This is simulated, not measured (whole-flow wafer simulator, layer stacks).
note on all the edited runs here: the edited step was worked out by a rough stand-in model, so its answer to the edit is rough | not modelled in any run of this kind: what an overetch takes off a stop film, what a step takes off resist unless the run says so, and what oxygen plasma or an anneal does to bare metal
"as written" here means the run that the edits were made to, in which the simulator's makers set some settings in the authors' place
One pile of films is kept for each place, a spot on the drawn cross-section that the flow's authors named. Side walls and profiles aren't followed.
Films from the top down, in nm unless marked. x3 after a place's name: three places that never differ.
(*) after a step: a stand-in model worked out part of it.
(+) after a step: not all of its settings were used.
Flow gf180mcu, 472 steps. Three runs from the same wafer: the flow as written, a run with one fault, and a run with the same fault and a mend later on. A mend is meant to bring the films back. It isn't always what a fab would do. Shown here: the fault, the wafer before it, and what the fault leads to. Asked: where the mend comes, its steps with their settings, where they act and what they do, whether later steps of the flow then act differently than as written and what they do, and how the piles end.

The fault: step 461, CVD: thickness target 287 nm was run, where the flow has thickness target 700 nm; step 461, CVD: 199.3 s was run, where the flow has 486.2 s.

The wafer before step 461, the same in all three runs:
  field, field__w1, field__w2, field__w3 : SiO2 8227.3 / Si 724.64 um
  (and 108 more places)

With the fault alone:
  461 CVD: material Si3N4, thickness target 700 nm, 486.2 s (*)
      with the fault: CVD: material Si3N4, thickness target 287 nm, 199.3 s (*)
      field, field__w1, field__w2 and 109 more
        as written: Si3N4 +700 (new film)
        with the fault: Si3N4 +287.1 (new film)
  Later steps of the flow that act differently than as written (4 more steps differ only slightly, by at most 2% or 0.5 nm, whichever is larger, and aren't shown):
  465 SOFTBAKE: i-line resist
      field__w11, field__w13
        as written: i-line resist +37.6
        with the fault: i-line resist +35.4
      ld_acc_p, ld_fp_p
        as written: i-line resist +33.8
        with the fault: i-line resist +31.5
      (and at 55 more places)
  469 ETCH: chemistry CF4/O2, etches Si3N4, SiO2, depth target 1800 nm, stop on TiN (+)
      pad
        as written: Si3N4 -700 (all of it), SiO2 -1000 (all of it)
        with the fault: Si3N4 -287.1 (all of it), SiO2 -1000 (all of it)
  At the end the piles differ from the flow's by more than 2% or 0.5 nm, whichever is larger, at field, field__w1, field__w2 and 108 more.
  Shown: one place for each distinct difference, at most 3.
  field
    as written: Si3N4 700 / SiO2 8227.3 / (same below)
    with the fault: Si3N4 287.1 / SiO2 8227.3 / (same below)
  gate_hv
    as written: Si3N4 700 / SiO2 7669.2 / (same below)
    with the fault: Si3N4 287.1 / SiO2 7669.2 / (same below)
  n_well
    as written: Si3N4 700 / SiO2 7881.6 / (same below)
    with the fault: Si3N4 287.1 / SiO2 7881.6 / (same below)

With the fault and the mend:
  The mend comes after step 468.
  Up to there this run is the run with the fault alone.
  468a STRIP: chemistry O2/N2, power 2160 W, pressure 1700 mTorr (*)
      iso_ptap_pw, iso_ntap_nw, iso_nw_fld and 33 more
        i-line resist -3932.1 (all of it)
      p_well, sti, spacer, sd_n, mim_1p0, dice_street
        i-line resist -3937.9 (all of it)
      field__w2, field__w3, field__w6
        i-line resist -3983.4 (all of it)
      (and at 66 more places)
  468b CVD: material Si3N4, thickness target 413 nm, 286.8 s (*) (the flow's step 461 once more, with other settings)
      field, field__w1, field__w2 and 109 more
        Si3N4 +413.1
  468c HMDS: 120 C, 60 s (the flow's step 463 once more)
      changes no film at any place that is followed
  468d COAT: i-line resist, thickness 4000 nm (*) (the flow's step 464 once more)
      iso_ptap_pw, iso_ntap_nw, iso_nw_fld and 33 more
        i-line resist +4000 (new film)
      field__w9, field__w13, sd_p_hv, gate_p_hv, nplus_u, npoly_u
        i-line resist +4017 (new film)
      p_well, sti, spacer, sd_n, mim_1p0, dice_street
        i-line resist +4006.3 (new film)
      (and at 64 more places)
  468e SOFTBAKE: i-line resist (the flow's step 465 once more)
      ld_acc_p, ld_fp_p, ld_drift_p
        i-line resist +33.8
      field__w2, field_sub__w4
        i-line resist +33.4
      field__w11, field__w13
        i-line resist +37.6
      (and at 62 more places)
  468f EXPOSE: photomask Pad (the flow's step 466 once more)
      changes no film at any place that is followed
  468g PEB: i-line resist, 115 C, 93.9 s (the flow's step 467 once more)
      iso_ptap_pw, iso_ntap_nw, iso_nw_fld and 33 more
        i-line resist -67.9
      field, field__w2, field__w3 and 25 more
        i-line resist -68.8
      field_sub, field_sub__w1, field_sub__w2 and 23 more
        i-line resist -68.7
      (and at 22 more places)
  468h DEVELOP: thickness 4000 nm (*) (the flow's step 468 once more)
      field__w5, field__w7, field__w13 and 13 more
        i-line resist -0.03
      pad
        i-line resist -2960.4 (all of it)
  No later step of the flow acts differently than as written, at any place that is followed, by more than 2% or 0.5 nm, whichever is larger.
  At the end the piles differ from the flow's only slightly at the places that both follow, by at most 2% or 0.5 nm, whichever is larger.
